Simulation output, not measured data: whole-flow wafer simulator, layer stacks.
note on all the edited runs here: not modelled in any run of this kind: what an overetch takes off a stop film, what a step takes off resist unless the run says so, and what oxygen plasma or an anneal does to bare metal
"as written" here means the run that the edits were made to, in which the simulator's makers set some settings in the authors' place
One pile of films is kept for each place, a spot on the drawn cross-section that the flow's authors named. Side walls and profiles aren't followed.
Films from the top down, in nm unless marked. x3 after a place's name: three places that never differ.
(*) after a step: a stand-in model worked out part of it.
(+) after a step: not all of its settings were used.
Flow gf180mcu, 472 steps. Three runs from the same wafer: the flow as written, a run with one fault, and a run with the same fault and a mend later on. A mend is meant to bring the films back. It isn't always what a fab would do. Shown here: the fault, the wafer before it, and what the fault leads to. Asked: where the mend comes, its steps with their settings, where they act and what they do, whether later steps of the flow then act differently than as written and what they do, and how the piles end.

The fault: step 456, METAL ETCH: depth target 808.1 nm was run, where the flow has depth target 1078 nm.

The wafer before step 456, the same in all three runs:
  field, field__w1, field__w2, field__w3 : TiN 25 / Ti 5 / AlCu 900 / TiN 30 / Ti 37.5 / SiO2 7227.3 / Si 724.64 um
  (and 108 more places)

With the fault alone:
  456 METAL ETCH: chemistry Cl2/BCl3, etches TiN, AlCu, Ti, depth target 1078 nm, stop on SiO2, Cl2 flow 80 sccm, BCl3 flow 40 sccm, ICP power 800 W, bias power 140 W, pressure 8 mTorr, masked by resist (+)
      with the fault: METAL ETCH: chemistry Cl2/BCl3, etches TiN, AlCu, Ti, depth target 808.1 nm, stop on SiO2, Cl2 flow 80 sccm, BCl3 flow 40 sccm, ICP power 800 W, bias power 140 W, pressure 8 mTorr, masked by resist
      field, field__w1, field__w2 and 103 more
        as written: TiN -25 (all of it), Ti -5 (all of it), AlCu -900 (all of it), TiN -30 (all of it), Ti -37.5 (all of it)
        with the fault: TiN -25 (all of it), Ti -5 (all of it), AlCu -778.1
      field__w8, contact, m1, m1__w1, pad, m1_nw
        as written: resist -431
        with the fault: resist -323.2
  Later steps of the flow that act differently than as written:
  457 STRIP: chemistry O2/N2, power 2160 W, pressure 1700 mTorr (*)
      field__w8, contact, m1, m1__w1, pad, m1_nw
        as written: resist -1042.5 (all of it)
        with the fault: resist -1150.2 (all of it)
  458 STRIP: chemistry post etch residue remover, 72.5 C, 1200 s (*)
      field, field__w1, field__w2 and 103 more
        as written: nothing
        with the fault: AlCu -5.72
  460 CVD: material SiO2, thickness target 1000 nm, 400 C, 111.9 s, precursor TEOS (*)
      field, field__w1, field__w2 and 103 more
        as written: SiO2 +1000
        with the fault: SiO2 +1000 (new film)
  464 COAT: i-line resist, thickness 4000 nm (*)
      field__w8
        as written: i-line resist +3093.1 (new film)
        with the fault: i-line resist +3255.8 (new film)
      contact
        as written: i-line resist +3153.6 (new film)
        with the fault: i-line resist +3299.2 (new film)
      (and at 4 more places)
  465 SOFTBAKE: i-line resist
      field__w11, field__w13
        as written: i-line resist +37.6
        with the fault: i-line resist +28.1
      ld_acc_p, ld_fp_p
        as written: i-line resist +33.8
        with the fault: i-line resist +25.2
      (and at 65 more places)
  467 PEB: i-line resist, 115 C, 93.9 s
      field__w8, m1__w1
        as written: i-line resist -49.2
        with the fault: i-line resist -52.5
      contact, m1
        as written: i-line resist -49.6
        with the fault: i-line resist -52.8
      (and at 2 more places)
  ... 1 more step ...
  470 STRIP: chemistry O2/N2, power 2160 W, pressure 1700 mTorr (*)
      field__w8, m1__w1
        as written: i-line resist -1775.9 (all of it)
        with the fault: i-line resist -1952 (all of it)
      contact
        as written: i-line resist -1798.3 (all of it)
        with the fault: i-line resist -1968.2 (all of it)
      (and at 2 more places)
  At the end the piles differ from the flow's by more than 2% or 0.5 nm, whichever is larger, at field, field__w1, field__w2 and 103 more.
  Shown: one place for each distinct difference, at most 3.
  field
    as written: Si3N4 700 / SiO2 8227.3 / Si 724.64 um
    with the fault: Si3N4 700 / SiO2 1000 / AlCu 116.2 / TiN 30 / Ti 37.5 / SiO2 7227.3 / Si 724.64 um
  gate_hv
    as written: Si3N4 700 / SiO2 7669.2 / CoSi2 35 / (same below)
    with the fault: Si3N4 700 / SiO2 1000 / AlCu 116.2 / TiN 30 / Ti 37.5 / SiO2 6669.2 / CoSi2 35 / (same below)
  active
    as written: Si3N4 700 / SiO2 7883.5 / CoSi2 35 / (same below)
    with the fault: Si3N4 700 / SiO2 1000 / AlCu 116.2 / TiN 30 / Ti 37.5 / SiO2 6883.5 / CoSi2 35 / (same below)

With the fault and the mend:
  The mend comes after step 456.
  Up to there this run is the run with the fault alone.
  456a METAL ETCH: chemistry Cl2/BCl3, etches TiN, AlCu, Ti, depth target 269.4 nm, stop on SiO2, Cl2 flow 80 sccm, BCl3 flow 40 sccm, ICP power 800 W, bias power 140 W, pressure 8 mTorr, masked by resist (+) (the flow's step 456 once more, with other settings)
      field, field__w1, field__w2 and 103 more
        AlCu -121.9 (all of it), TiN -30 (all of it), Ti -37.5 (all of it)
      field__w8, contact, m1, m1__w1, pad, m1_nw
        resist -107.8
  No later step of the flow acts differently than as written at any place that is followed.
  At the end the piles are the same as the flow's at every place that both follow.
